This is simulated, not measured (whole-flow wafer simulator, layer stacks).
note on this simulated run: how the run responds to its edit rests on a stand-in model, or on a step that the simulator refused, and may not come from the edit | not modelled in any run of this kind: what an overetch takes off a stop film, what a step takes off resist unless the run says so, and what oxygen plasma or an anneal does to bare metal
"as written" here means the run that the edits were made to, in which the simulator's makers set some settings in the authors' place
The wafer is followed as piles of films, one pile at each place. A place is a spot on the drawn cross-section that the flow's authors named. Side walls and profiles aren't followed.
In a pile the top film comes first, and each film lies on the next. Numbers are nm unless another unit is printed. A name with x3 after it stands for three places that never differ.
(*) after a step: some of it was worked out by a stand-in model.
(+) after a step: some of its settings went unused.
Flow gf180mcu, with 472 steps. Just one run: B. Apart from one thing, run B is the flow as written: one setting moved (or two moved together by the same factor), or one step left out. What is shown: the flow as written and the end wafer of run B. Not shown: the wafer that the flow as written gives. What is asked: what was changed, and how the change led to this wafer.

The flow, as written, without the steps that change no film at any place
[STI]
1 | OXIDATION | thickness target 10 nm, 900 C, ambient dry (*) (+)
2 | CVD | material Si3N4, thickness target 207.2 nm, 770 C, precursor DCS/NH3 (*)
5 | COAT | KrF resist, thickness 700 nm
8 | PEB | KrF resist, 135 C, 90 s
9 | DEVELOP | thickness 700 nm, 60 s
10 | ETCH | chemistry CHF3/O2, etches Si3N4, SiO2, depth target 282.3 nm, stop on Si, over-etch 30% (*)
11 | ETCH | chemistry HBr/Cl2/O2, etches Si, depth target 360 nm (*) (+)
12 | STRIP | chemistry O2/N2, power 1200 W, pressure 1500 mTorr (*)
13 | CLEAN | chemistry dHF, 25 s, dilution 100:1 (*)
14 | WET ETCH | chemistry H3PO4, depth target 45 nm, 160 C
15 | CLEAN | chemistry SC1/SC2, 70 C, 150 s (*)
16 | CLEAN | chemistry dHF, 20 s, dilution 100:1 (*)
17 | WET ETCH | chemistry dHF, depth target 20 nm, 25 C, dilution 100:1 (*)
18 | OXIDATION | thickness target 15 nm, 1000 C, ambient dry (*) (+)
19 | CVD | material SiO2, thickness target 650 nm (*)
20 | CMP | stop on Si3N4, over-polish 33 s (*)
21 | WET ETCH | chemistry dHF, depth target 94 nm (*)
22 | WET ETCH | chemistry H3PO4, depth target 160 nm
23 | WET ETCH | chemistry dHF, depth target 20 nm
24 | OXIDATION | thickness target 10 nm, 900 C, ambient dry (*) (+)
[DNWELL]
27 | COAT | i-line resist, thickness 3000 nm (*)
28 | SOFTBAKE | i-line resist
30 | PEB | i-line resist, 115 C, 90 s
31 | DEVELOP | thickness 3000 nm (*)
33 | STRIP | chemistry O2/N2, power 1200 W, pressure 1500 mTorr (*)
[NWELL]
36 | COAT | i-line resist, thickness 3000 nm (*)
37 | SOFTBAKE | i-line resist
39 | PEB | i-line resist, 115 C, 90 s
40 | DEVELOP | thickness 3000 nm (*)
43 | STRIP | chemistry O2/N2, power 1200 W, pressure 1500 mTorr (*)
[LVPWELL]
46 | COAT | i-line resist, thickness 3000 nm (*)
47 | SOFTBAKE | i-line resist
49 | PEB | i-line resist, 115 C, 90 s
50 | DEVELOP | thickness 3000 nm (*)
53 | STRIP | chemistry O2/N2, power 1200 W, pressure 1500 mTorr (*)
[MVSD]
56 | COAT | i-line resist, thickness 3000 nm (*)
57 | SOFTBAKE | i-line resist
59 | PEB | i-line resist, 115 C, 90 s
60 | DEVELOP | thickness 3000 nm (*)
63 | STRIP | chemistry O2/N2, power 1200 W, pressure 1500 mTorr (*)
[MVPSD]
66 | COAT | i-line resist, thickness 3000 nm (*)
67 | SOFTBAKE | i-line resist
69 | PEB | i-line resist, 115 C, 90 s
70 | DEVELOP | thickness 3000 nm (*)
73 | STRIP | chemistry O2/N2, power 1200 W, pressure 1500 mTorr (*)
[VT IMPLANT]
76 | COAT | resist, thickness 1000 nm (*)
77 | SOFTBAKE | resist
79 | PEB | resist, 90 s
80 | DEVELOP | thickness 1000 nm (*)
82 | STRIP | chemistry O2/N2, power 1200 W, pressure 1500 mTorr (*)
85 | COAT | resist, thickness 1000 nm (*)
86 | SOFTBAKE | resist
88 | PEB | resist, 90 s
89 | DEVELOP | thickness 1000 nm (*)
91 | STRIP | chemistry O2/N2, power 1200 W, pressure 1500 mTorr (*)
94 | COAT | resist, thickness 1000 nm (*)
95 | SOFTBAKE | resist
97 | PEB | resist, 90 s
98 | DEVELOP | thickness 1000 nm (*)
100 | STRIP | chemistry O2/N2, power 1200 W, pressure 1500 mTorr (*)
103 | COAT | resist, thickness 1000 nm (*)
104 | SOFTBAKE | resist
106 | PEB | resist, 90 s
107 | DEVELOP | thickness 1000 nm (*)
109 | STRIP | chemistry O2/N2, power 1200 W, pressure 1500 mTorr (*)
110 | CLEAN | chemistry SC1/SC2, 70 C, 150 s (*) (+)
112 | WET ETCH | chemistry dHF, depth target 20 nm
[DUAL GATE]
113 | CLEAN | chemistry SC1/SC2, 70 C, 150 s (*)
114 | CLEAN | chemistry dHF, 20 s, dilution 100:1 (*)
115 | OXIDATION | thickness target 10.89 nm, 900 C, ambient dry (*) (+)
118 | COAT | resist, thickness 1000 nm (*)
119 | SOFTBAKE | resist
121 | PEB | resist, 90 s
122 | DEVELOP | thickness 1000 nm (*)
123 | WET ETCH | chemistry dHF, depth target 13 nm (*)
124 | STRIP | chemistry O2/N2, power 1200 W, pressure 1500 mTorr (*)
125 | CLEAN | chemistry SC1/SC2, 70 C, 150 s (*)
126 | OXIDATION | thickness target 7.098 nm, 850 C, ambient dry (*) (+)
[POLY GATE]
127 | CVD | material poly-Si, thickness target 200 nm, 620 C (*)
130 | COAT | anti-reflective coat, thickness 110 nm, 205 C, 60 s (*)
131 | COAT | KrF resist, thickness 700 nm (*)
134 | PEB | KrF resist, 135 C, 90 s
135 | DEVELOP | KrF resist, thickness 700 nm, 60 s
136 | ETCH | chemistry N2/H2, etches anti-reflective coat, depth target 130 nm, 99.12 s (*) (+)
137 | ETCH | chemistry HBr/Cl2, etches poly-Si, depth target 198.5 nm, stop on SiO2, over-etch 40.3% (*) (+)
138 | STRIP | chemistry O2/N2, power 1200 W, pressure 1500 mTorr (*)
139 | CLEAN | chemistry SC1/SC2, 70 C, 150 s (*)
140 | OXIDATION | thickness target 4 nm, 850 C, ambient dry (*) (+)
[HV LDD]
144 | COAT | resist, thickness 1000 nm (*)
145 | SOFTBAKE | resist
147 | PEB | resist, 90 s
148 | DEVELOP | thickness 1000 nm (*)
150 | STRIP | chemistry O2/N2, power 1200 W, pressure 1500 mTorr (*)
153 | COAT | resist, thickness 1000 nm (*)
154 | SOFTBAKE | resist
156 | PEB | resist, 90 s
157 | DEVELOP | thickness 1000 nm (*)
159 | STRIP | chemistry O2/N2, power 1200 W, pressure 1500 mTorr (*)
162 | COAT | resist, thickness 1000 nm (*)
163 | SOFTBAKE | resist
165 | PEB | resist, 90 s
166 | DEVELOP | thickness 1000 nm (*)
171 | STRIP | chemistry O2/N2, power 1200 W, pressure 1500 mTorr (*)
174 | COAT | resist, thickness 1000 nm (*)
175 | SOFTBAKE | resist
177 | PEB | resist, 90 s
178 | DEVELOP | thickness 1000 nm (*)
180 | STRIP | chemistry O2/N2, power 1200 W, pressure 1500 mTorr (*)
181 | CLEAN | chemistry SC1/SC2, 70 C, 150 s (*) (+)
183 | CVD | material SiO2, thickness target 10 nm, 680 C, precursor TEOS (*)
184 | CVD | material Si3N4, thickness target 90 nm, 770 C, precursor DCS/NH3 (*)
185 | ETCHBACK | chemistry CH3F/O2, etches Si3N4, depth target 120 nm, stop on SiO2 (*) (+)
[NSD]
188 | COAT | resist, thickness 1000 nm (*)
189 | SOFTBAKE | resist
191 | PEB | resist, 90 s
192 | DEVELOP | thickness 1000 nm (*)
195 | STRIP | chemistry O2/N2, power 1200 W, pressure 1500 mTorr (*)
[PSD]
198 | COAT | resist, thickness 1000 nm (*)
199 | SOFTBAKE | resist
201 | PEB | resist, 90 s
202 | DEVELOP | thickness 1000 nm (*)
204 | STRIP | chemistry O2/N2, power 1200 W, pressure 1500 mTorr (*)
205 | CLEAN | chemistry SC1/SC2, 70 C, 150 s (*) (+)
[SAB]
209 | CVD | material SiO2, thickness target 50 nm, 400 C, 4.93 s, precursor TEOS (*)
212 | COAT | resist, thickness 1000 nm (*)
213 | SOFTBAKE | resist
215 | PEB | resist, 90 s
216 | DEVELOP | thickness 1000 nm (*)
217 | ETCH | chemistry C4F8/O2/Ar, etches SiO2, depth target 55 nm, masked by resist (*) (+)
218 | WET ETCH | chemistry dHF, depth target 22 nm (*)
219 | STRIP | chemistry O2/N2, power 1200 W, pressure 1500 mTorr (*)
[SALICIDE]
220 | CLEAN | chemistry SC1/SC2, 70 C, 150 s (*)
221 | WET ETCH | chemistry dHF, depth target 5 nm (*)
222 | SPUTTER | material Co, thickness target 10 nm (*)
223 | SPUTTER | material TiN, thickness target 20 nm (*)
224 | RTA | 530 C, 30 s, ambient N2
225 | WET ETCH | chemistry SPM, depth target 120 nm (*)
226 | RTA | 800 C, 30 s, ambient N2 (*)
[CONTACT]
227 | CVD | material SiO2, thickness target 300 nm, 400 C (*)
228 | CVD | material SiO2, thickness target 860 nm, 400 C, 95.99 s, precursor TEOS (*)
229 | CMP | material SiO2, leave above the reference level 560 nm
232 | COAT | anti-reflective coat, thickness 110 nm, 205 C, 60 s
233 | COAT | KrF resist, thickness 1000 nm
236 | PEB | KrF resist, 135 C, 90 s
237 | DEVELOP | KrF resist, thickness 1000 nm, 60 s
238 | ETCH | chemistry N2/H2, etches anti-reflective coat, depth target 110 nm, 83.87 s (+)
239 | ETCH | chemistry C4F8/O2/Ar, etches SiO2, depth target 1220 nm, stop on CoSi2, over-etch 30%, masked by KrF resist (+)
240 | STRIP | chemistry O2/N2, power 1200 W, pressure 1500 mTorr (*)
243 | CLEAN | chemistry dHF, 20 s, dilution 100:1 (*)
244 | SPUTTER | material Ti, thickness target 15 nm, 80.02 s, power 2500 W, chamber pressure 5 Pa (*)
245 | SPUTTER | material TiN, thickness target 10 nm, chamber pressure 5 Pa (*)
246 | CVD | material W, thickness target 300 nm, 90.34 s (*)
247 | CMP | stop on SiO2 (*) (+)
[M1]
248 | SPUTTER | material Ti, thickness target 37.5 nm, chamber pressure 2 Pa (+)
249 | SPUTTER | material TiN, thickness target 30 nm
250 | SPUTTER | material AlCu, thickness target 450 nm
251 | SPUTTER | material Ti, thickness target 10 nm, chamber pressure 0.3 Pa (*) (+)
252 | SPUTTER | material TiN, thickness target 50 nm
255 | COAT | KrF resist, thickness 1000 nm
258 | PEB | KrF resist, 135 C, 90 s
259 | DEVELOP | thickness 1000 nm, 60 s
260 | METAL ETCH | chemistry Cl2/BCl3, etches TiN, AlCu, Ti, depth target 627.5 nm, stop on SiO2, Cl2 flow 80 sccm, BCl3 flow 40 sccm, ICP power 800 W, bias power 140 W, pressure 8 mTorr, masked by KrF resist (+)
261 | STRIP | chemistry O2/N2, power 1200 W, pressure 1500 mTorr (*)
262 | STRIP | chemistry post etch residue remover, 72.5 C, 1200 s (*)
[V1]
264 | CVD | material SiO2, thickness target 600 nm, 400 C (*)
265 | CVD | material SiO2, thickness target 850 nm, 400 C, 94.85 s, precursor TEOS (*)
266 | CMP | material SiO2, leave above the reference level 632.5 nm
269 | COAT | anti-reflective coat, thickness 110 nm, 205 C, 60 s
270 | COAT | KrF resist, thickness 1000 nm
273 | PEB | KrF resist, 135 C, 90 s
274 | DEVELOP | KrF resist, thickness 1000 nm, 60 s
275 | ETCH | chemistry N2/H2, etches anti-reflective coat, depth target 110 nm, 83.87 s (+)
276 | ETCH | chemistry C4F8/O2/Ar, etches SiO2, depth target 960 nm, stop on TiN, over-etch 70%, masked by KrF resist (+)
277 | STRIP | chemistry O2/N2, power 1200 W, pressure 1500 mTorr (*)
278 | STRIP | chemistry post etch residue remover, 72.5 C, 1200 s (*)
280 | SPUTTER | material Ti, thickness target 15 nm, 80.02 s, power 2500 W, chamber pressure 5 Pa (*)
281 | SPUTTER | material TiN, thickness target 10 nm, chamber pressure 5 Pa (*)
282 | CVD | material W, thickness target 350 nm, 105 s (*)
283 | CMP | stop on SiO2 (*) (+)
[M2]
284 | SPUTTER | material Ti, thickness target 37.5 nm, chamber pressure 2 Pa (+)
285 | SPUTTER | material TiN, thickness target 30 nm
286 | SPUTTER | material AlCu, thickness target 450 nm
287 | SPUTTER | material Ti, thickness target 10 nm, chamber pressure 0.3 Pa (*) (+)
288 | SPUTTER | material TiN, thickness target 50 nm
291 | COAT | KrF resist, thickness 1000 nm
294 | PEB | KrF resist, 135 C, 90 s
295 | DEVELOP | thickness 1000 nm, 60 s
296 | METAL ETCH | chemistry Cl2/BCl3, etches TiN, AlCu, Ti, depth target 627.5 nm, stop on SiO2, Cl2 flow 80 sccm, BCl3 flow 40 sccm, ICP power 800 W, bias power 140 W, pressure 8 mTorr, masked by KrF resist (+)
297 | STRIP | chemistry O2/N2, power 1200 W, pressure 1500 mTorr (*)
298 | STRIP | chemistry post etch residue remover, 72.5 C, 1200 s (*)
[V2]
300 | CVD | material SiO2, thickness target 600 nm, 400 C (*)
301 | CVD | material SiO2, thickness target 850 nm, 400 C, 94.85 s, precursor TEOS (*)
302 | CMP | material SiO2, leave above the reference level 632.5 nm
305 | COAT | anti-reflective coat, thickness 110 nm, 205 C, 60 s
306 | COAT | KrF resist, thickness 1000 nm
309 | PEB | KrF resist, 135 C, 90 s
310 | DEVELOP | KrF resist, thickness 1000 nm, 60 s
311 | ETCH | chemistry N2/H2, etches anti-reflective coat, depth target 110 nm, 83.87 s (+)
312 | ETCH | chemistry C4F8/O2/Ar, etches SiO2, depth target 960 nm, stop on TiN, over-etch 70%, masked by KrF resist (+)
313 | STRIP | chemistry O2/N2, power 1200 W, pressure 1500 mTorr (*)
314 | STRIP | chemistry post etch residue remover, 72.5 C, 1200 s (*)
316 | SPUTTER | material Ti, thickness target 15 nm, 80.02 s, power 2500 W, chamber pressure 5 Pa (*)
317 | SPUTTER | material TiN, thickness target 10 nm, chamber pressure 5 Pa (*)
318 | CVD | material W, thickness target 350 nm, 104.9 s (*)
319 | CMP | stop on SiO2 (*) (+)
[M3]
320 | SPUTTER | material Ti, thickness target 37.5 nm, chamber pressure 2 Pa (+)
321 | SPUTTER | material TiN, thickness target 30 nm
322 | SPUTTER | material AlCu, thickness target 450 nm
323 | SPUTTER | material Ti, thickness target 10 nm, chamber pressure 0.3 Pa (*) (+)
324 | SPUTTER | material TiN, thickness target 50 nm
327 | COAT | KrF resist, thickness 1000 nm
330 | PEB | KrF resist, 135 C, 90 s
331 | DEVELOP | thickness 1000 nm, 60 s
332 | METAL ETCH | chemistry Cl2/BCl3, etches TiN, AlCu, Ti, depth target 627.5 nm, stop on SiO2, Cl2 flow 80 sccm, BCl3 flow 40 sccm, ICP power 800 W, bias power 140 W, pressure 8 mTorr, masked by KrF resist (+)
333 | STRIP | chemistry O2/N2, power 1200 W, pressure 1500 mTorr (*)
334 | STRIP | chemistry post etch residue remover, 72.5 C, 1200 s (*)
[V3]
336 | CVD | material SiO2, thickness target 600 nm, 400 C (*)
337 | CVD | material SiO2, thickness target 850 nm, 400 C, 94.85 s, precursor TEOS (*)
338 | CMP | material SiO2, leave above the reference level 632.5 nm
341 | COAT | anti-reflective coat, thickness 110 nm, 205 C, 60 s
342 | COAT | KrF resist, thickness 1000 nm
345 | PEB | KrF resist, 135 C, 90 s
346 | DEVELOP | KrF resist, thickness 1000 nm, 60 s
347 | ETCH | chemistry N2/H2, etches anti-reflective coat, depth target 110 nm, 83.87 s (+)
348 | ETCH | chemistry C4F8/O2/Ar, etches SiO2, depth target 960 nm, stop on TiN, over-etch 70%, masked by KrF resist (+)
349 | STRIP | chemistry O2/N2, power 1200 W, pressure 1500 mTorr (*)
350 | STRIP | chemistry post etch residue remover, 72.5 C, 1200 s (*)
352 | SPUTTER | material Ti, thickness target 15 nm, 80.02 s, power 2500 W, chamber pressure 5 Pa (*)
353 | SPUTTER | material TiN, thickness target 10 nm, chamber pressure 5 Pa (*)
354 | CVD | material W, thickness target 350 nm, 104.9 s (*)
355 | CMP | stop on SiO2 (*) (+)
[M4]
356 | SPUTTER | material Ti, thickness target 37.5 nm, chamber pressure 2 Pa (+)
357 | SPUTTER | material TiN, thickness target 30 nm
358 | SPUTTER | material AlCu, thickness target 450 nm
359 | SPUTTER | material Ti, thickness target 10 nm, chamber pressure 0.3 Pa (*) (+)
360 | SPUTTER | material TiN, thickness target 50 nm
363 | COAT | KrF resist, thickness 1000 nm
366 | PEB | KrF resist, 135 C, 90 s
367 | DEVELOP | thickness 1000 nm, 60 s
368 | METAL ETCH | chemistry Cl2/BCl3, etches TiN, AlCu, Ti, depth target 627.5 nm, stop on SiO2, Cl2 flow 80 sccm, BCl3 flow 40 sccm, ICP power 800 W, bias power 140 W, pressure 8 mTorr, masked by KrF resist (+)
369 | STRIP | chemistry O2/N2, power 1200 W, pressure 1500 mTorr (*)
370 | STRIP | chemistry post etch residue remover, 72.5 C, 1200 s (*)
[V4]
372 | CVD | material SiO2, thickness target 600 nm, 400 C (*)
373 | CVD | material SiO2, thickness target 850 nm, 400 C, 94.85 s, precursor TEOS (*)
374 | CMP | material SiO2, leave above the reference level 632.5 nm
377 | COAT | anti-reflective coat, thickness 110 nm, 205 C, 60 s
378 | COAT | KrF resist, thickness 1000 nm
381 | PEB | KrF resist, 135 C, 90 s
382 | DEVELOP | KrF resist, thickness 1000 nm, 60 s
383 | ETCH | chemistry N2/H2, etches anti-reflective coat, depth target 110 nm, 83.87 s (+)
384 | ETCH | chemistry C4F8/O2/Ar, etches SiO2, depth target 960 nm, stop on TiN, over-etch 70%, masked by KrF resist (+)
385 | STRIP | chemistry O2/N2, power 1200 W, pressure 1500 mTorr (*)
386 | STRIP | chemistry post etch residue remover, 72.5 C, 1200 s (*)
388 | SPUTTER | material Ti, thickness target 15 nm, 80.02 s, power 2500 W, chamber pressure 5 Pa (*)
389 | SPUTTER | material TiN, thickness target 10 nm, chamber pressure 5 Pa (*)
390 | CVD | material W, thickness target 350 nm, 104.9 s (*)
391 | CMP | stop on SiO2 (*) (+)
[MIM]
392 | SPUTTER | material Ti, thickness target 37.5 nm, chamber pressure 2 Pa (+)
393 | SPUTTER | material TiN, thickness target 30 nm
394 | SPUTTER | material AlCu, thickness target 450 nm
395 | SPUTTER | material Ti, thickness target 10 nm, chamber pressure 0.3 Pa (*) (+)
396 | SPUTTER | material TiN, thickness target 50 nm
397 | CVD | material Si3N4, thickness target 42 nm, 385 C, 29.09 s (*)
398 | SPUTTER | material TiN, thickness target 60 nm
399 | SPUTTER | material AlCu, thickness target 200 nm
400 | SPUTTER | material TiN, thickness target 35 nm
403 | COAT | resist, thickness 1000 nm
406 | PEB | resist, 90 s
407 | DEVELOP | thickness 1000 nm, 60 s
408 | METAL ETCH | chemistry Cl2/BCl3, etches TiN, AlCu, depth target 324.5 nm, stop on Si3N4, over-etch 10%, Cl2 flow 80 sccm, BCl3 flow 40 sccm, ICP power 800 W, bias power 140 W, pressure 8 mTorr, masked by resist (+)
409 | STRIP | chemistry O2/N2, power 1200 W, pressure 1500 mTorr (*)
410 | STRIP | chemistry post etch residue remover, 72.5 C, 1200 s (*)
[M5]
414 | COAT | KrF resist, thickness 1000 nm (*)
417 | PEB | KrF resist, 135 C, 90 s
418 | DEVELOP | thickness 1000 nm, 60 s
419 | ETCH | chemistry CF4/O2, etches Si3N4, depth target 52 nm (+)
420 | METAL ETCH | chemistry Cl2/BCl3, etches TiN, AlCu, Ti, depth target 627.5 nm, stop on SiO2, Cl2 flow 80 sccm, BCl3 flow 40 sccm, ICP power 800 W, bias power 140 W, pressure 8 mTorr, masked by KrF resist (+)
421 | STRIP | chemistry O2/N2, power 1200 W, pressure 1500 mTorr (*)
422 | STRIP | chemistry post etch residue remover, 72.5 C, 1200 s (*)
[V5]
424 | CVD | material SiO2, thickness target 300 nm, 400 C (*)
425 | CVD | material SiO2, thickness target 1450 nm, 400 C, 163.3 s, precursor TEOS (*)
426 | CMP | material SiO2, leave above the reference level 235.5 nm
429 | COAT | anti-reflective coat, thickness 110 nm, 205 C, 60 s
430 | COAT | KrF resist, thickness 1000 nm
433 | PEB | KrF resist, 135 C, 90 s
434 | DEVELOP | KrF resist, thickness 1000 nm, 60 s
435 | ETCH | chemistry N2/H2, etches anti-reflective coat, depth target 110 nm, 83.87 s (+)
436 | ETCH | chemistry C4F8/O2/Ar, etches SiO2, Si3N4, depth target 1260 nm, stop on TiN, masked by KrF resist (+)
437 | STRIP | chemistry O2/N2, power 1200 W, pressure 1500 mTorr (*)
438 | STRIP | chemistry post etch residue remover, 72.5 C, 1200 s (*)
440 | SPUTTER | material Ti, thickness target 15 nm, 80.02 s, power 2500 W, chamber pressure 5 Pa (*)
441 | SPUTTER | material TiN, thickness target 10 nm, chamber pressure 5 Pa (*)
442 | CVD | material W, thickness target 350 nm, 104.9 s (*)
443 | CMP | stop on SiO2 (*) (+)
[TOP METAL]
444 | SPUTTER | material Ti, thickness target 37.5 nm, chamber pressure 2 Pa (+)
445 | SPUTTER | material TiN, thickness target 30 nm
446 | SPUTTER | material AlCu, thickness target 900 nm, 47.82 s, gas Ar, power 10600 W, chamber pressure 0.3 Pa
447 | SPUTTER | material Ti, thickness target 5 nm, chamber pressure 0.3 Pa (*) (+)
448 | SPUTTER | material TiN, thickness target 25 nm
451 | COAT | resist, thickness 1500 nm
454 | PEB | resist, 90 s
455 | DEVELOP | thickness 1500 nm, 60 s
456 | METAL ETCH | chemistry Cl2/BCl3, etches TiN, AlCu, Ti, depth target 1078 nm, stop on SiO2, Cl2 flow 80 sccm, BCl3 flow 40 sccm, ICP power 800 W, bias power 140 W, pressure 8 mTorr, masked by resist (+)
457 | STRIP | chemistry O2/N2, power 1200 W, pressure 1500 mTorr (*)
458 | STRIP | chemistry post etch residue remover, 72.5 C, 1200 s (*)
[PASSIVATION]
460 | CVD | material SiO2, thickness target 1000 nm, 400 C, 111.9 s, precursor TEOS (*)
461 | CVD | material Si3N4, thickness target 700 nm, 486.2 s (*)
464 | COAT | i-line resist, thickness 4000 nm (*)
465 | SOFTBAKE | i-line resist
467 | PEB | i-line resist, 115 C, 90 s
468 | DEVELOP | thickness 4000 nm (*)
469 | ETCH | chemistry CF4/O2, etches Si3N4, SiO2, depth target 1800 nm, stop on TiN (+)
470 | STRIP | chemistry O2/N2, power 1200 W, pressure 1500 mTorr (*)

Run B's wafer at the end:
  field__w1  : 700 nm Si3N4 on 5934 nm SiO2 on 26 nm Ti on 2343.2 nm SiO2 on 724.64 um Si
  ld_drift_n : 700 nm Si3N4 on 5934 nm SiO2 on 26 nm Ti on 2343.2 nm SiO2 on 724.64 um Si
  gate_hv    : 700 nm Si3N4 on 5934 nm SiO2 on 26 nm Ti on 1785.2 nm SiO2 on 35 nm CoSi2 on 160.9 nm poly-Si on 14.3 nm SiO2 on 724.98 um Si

What caused this: step 286, SPUTTER: thickness target 526 nm was run, whereas the flow has thickness target 450 nm.

Step by step, how the change led to this:
  286 | SPUTTER | material AlCu, thickness target 450 nm
      field, field__w1, field__w2 and 108 more: AlCu gains 526 (new film) (in the flow as written it would be: AlCu gains 450 (new film))
  296 | METAL ETCH | chemistry Cl2/BCl3, etches TiN, AlCu, Ti, depth target 627.5 nm, stop on SiO2, Cl2 flow 80 sccm, BCl3 flow 40 sccm, ICP power 800 W, bias power 140 W, pressure 8 mTorr, masked by KrF resist (+)
      field, field__w1, field__w2 and 103 more: TiN loses 50 (all of it), Ti loses 10 (all of it), AlCu loses 526 (all of it), TiN loses 30 (all of it), Ti loses 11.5 (in the flow as written it would be: TiN loses 50 (all of it), Ti loses 10 (all of it), AlCu loses 450 (all of it), TiN loses 30 (all of it), Ti loses 37.5 (all of it))
  300 | CVD | material SiO2, thickness target 600 nm, 400 C (*)
      field, field__w1, field__w2 and 103 more: SiO2 gains 600 (new film) (in the flow as written it would be: SiO2 gains 600)
  302 | CMP | material SiO2, leave above the reference level 632.5 nm
      field, field__w1, field__w2 and 103 more: SiO2 loses 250 (in the flow as written it would be: SiO2 loses 300)
With metal films that touch counted as one body, field__w1 has 1 body; the flow as written gives 0 bodies.
With metal films that touch counted as one body, ld_drift_n has 1 body; the flow as written gives 0 bodies.
With metal films that touch counted as one body, gate_hv has 2 bodies (between them, from the top down: SiO2 1785.2); the flow as written gives 1 body.
